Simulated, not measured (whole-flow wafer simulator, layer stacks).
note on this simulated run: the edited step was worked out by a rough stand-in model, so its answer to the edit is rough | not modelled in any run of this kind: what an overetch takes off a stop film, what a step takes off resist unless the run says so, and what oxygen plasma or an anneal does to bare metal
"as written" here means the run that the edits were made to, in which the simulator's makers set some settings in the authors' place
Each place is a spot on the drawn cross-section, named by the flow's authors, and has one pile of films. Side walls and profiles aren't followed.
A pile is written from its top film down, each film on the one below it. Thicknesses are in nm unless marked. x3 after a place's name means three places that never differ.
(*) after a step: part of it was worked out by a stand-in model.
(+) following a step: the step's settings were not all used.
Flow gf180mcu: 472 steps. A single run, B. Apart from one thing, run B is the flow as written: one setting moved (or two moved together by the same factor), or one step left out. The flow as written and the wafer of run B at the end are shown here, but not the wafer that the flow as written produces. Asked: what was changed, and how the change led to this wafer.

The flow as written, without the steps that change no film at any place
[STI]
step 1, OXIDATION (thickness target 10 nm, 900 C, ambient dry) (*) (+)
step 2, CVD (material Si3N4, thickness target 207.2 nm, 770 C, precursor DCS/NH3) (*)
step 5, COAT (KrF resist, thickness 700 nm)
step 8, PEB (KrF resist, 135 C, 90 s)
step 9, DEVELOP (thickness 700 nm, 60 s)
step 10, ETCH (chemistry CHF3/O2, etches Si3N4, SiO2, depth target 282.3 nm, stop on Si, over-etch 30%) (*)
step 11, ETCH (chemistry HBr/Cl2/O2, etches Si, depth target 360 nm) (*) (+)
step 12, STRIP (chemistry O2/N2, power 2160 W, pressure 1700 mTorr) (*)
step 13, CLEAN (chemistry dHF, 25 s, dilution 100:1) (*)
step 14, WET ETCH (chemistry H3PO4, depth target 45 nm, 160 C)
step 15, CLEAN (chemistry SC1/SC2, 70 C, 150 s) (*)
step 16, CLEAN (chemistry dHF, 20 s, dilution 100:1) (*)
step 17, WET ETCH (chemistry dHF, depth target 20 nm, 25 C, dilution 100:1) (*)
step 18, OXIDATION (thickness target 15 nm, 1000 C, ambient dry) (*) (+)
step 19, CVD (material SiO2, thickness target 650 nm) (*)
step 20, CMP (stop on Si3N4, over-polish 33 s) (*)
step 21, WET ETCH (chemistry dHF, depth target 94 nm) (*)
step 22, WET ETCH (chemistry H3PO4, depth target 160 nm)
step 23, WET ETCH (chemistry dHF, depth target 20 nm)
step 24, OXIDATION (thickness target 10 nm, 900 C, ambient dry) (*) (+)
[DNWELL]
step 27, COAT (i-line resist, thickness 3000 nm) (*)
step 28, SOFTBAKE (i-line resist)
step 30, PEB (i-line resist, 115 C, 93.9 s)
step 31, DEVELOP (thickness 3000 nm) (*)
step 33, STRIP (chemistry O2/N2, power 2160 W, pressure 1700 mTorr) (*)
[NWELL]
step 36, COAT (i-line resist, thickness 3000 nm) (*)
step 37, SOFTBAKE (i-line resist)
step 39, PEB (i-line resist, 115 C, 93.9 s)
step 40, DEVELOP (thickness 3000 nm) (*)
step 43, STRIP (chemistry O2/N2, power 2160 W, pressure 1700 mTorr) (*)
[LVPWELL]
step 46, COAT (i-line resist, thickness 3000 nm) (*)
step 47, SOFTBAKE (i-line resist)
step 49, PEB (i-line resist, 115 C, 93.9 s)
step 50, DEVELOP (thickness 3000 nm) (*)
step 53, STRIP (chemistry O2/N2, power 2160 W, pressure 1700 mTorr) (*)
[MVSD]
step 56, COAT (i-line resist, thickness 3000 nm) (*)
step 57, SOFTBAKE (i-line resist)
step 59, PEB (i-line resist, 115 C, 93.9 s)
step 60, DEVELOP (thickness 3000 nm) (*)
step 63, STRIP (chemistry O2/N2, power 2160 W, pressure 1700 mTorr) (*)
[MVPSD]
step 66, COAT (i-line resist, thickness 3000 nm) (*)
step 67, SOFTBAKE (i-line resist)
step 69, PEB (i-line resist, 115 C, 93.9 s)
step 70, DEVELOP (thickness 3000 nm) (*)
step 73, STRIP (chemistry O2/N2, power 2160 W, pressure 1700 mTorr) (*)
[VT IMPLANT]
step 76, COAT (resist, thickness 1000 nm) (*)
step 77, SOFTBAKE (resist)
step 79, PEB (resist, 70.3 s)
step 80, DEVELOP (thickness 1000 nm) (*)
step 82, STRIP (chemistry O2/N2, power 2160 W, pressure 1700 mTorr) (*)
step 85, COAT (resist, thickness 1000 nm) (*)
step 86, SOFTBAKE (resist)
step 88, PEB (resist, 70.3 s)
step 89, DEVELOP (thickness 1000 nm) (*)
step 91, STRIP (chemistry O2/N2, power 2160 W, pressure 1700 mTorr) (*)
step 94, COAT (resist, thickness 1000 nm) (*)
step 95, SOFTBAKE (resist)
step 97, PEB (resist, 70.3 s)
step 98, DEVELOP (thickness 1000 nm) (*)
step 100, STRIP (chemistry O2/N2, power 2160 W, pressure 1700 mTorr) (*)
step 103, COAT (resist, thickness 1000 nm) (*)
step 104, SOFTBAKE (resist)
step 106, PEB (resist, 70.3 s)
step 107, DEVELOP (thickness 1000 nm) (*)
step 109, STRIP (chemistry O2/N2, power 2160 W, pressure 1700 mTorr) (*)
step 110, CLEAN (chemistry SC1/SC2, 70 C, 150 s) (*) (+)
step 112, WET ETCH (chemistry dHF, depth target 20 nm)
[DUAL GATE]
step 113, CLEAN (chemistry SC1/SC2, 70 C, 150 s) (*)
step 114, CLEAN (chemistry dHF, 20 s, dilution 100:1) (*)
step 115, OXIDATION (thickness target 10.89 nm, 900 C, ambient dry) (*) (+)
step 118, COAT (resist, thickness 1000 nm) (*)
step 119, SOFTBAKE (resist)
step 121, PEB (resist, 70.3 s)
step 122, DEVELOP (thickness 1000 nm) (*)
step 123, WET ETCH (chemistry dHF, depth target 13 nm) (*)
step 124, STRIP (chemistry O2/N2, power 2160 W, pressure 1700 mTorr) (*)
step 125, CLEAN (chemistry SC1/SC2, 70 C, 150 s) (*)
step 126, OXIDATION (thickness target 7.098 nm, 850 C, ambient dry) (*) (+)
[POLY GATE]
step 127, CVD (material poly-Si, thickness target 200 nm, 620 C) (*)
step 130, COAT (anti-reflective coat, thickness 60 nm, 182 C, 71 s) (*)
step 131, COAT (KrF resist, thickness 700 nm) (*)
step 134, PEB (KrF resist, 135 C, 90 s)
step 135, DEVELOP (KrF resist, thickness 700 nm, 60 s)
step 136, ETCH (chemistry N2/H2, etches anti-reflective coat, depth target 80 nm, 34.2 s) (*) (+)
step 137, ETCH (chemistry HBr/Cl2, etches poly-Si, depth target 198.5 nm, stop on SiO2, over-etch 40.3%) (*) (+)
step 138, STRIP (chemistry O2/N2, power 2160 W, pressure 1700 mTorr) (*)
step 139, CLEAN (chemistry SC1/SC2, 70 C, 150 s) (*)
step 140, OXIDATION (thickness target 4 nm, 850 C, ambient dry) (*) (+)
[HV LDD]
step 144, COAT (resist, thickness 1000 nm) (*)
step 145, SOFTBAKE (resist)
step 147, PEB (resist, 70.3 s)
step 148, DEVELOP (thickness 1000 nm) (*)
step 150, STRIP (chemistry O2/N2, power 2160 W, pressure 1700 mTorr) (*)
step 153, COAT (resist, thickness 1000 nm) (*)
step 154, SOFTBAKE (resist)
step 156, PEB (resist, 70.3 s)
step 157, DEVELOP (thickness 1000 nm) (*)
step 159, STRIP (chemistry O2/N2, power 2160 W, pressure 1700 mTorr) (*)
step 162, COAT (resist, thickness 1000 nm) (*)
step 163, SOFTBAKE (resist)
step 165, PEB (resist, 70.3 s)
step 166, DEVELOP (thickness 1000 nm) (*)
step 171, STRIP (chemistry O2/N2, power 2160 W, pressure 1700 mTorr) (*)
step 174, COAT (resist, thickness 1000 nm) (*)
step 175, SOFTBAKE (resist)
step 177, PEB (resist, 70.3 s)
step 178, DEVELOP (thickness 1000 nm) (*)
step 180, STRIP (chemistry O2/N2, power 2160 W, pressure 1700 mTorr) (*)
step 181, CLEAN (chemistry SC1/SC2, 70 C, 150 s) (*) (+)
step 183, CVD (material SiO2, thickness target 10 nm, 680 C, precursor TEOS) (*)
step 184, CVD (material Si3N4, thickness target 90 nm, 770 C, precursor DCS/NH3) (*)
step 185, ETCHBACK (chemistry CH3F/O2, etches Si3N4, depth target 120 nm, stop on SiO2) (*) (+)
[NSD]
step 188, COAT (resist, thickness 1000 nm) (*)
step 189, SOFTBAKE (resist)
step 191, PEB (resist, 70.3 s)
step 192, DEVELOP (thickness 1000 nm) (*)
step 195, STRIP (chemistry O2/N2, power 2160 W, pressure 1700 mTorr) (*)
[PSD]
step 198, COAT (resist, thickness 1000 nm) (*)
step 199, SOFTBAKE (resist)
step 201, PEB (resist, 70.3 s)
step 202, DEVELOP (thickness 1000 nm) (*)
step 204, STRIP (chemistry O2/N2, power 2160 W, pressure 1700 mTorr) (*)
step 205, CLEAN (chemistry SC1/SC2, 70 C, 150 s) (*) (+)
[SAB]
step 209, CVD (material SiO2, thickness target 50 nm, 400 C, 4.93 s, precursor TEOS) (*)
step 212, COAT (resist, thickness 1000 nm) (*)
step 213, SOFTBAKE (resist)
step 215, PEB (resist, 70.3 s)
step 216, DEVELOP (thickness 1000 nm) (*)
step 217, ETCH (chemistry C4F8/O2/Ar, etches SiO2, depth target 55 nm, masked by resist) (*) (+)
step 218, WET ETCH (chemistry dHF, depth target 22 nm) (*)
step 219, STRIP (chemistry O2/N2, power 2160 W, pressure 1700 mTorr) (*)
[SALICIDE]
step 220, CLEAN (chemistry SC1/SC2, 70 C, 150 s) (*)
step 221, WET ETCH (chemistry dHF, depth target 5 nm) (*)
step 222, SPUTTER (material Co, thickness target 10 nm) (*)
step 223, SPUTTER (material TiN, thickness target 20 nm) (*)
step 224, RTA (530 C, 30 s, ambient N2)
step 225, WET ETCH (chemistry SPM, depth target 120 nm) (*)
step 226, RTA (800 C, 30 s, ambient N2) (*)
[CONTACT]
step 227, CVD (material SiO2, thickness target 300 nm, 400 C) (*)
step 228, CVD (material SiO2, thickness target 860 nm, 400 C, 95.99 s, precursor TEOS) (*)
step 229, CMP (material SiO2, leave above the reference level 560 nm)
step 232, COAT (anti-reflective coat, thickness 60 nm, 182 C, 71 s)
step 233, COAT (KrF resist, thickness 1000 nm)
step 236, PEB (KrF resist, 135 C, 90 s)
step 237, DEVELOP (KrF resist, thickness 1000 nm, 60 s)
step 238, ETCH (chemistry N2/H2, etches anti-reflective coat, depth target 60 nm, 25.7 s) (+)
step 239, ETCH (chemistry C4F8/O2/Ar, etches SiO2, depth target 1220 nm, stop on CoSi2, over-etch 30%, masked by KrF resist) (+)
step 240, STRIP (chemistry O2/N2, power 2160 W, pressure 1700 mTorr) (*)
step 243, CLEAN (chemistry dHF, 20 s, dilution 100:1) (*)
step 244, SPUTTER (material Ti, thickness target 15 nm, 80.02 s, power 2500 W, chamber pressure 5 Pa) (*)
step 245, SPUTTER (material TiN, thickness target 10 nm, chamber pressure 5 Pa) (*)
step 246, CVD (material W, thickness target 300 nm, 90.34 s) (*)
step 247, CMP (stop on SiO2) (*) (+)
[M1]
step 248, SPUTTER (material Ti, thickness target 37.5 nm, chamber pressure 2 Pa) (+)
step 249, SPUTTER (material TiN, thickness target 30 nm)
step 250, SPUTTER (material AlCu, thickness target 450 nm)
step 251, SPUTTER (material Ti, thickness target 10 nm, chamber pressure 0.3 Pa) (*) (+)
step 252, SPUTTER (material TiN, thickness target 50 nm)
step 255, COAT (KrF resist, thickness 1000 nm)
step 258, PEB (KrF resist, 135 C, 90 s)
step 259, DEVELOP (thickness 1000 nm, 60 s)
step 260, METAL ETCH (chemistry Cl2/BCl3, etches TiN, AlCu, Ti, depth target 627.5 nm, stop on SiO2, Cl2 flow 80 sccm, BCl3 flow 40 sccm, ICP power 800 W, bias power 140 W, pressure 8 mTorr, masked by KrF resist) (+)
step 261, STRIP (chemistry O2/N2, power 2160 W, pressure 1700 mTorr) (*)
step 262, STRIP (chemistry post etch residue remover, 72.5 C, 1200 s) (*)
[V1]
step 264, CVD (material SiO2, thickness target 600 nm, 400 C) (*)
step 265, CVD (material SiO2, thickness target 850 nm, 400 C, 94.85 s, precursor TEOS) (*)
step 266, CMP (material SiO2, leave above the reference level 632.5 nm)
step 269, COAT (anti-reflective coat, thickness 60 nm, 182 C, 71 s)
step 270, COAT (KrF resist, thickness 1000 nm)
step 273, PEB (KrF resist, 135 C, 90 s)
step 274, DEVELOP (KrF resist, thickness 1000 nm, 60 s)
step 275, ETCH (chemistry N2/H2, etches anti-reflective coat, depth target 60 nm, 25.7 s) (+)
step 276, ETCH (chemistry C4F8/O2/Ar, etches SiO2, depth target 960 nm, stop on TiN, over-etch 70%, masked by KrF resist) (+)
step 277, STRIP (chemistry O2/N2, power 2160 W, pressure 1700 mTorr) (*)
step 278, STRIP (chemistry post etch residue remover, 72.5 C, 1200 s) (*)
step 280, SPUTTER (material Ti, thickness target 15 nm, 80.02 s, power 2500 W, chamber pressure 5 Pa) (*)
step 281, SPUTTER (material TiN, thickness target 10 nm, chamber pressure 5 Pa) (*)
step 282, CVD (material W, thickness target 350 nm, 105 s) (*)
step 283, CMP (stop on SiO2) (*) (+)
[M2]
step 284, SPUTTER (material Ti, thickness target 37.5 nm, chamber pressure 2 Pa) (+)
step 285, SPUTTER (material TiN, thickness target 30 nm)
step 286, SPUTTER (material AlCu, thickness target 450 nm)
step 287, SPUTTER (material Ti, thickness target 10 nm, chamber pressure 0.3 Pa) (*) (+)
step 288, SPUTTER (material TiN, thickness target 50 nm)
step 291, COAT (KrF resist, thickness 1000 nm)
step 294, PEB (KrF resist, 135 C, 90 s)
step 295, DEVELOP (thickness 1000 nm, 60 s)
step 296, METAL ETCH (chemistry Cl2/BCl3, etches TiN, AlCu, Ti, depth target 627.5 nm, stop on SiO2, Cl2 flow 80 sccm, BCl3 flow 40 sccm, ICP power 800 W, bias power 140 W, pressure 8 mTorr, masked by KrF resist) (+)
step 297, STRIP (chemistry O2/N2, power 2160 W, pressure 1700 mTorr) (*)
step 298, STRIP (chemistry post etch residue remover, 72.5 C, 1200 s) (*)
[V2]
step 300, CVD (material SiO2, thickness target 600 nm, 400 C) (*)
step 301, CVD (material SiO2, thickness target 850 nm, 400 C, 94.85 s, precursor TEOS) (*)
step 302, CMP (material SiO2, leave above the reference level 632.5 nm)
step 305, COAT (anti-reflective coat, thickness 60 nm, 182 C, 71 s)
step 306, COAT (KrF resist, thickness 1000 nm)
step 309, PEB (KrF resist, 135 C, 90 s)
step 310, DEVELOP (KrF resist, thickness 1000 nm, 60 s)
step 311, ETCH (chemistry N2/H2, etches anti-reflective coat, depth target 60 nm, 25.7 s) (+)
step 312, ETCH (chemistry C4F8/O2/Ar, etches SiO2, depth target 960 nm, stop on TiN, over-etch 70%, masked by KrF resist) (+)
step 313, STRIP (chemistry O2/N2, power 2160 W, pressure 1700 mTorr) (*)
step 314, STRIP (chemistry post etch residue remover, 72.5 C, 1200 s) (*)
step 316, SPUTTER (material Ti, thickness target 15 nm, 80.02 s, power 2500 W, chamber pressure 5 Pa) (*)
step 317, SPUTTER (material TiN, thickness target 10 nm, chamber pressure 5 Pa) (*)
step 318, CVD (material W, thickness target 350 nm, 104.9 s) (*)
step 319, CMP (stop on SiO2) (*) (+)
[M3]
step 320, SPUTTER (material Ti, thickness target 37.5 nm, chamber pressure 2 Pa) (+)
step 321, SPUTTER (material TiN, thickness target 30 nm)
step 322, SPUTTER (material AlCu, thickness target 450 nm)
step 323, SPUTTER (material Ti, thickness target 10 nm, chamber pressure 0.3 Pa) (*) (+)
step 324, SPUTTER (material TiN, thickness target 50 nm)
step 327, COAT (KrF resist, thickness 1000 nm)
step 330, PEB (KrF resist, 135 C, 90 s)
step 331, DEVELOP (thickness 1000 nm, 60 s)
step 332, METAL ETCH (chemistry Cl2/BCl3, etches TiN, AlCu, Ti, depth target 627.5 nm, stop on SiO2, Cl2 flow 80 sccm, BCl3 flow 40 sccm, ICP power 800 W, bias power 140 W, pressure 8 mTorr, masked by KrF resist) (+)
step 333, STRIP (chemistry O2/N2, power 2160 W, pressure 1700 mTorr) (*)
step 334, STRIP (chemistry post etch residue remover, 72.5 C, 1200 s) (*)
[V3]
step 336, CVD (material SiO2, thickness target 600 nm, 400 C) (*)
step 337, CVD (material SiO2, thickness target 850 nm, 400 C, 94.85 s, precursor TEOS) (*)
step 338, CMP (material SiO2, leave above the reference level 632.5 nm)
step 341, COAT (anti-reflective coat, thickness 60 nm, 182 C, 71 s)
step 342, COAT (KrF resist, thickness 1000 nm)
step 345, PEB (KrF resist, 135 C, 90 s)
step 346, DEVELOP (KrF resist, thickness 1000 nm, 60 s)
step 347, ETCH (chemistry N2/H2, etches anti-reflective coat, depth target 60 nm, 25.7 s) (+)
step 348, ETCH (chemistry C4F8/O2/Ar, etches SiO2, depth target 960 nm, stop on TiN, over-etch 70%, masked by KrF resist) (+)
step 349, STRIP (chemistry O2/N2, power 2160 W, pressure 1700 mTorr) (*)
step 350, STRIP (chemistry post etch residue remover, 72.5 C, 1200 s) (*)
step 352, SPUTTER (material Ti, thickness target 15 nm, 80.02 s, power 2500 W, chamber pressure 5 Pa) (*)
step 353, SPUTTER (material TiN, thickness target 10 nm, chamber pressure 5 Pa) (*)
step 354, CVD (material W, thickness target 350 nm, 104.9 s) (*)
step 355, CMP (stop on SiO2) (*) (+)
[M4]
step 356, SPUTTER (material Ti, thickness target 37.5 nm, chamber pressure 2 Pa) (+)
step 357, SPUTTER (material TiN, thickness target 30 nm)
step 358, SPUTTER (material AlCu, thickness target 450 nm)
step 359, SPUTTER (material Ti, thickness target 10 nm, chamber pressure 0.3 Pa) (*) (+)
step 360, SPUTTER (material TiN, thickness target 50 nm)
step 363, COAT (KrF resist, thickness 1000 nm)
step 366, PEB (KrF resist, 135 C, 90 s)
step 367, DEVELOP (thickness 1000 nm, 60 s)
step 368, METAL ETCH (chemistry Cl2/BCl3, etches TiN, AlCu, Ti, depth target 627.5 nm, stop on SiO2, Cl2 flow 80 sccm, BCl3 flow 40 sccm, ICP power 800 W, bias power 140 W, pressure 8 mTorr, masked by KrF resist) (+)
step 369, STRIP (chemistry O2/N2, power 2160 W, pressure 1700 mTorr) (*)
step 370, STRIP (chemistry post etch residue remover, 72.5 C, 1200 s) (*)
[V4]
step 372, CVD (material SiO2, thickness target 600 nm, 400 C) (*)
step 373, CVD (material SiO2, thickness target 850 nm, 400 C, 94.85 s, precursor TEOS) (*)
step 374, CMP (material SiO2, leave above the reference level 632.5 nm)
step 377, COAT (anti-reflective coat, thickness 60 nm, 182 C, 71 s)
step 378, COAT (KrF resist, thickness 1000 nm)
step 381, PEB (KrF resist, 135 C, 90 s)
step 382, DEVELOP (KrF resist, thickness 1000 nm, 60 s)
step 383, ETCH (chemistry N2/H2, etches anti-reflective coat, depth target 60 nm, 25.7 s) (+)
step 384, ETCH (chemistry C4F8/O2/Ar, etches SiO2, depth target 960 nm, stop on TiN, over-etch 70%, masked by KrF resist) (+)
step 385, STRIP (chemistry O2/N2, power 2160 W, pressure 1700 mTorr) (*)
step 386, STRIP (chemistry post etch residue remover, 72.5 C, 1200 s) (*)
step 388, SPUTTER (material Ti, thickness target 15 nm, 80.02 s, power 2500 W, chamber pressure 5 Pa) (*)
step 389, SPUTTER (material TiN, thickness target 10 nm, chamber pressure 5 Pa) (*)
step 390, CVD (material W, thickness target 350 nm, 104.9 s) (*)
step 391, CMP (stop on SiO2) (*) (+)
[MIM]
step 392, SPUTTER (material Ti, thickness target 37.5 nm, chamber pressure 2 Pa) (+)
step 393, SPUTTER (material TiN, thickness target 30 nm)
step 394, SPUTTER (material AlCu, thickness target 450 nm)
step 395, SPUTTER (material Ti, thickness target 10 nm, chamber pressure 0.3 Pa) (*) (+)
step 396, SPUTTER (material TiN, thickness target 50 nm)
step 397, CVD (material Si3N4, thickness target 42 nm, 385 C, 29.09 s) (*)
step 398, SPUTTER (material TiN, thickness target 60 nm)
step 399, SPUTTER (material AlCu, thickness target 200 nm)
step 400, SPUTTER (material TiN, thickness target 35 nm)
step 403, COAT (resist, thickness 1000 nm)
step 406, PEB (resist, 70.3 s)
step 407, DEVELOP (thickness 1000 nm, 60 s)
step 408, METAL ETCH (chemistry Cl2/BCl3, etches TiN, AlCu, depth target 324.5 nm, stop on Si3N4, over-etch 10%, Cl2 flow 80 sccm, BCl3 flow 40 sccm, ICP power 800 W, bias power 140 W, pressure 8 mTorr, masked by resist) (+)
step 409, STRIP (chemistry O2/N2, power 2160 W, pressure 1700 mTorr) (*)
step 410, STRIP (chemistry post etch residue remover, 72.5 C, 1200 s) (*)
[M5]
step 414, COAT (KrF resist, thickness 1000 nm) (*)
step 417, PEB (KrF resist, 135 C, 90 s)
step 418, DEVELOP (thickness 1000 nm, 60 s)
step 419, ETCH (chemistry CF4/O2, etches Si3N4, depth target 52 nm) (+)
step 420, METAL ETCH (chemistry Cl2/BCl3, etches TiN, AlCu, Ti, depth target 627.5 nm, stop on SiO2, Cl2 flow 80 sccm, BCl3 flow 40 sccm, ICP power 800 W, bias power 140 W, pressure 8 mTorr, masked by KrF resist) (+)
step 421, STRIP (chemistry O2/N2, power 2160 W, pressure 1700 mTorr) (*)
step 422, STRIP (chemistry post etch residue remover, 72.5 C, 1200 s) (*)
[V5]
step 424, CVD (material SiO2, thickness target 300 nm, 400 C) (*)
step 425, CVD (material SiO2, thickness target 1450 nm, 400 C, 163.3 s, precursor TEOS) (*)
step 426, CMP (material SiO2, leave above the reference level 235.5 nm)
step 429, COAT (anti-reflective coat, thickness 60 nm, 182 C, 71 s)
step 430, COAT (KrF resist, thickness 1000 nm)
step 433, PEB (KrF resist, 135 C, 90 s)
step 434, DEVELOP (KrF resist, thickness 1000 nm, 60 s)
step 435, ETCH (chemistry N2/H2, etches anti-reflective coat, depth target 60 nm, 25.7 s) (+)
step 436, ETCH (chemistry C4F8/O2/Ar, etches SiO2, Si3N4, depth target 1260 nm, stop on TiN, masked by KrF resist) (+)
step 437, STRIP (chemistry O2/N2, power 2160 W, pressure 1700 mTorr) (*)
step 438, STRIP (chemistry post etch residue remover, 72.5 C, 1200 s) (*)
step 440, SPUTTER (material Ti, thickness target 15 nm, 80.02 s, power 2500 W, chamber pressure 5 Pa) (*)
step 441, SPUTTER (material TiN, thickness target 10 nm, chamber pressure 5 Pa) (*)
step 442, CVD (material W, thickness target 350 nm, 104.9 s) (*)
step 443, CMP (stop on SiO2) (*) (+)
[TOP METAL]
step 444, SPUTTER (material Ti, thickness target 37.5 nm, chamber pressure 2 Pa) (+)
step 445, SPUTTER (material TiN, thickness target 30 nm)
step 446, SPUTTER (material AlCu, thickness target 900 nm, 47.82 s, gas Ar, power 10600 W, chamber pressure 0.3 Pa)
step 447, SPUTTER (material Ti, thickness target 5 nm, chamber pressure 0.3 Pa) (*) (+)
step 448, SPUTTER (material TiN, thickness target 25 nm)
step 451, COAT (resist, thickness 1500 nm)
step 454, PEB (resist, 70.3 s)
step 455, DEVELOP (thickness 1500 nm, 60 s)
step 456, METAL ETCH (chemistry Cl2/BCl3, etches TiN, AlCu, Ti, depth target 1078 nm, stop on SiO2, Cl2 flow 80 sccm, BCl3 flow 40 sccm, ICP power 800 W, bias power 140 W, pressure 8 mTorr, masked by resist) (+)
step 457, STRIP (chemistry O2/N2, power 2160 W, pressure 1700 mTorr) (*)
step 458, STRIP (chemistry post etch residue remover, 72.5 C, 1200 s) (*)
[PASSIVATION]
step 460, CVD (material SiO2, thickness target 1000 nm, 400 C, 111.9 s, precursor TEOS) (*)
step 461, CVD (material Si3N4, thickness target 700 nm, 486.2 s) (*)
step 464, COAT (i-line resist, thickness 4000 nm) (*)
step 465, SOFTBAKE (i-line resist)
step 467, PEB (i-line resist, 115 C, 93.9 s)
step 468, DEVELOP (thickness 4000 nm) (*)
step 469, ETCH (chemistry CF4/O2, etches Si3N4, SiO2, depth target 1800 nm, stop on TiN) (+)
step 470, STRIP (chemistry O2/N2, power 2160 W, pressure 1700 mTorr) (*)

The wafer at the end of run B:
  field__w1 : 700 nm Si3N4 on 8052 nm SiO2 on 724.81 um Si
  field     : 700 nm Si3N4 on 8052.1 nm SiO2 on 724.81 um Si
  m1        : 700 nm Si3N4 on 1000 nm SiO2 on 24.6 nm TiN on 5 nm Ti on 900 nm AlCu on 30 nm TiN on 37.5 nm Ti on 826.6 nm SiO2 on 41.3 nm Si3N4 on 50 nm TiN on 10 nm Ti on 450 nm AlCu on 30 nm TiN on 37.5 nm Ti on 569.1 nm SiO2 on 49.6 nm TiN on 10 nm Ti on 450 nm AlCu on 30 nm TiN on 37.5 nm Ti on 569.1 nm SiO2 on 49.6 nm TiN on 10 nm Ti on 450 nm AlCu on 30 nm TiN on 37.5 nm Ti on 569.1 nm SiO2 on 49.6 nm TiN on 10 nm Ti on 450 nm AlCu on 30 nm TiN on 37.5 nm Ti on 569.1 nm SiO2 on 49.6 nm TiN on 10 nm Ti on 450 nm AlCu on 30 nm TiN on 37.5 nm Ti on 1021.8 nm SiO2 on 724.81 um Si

The reason: step 11, ETCH: depth target 184 nm was run, whereas the flow has depth target 360 nm.

The path from the change to this, step by step:
  step 11, ETCH (chemistry HBr/Cl2/O2, etches Si, depth target 360 nm) (*) (+)
      active, n_well, p_well and 40 more: KrF resist loses 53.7 (in the flow as written it would be: KrF resist loses 112.3)
      field, field_sub, sti and 34 more: Si loses 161 (in the flow as written it would be: Si loses 337)
  step 12, STRIP (chemistry O2/N2, power 2160 W, pressure 1700 mTorr) (*)
      active, n_well, p_well and 40 more: KrF resist loses 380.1 (all of it) (in the flow as written it would be: KrF resist loses 321.4 (all of it))
  step 19, CVD (material SiO2, thickness target 650 nm) (*)
      m1, ld_fp_n, ld_drift_n and 8 more: SiO2 gains 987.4 (in the flow as written it would be: SiO2 gains 1163.4)
  step 20, CMP (stop on Si3N4, over-polish 33 s) (*)
      sti, mim_1p0, pad and 11 more: SiO2 loses 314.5 (in the flow as written it would be: SiO2 loses 138.5)
      nw_enc_fld, nw_enc_fld_lv: SiO2 loses 318.5 (in the flow as written it would be: SiO2 loses 142.5)
      (as well as at 10 more places)
  step 24, OXIDATION (thickness target 10 nm, 900 C, ambient dry) (*) (+)
      sti, mim_1p0, pad and 17 more: SiO2 gains 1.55, Si loses 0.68 (in the flow as written it would be: SiO2 gains 1.02, Si loses 0.45)
      field, mim, npoly_sal, nw_sep_fld: SiO2 gains 1.6, Si loses 0.7 (in the flow as written it would be: SiO2 gains 1.04, Si loses 0.46)
      (as well as at 13 more places)
  step 115, OXIDATION (thickness target 10.89 nm, 900 C, ambient dry) (*) (+)
      sti, mim_1p0, pad and 19 more: SiO2 gains 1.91, Si loses 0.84 (in the flow as written it would be: SiO2 gains 1.22, Si loses 0.54)
      field, field__w1, field__w2 and 6 more: SiO2 gains 1.97, Si loses 0.87 (in the flow as written it would be: SiO2 gains 1.25, Si loses 0.55)
      (as well as at 18 more places)
  step 189, SOFTBAKE (resist)
      field__w9: resist loses 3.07 (in the flow as written it would be: resist gains 6.92)
      active_hv: resist loses 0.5 (in the flow as written it would be: resist gains 2.68)
      (as well as at 1 more place)
  step 199, SOFTBAKE (resist)
      field__w9: resist loses 3.07 (in the flow as written it would be: resist gains 6.92)
      active_hv: resist loses 0.5 (in the flow as written it would be: resist gains 2.68)
      (as well as at 1 more place)
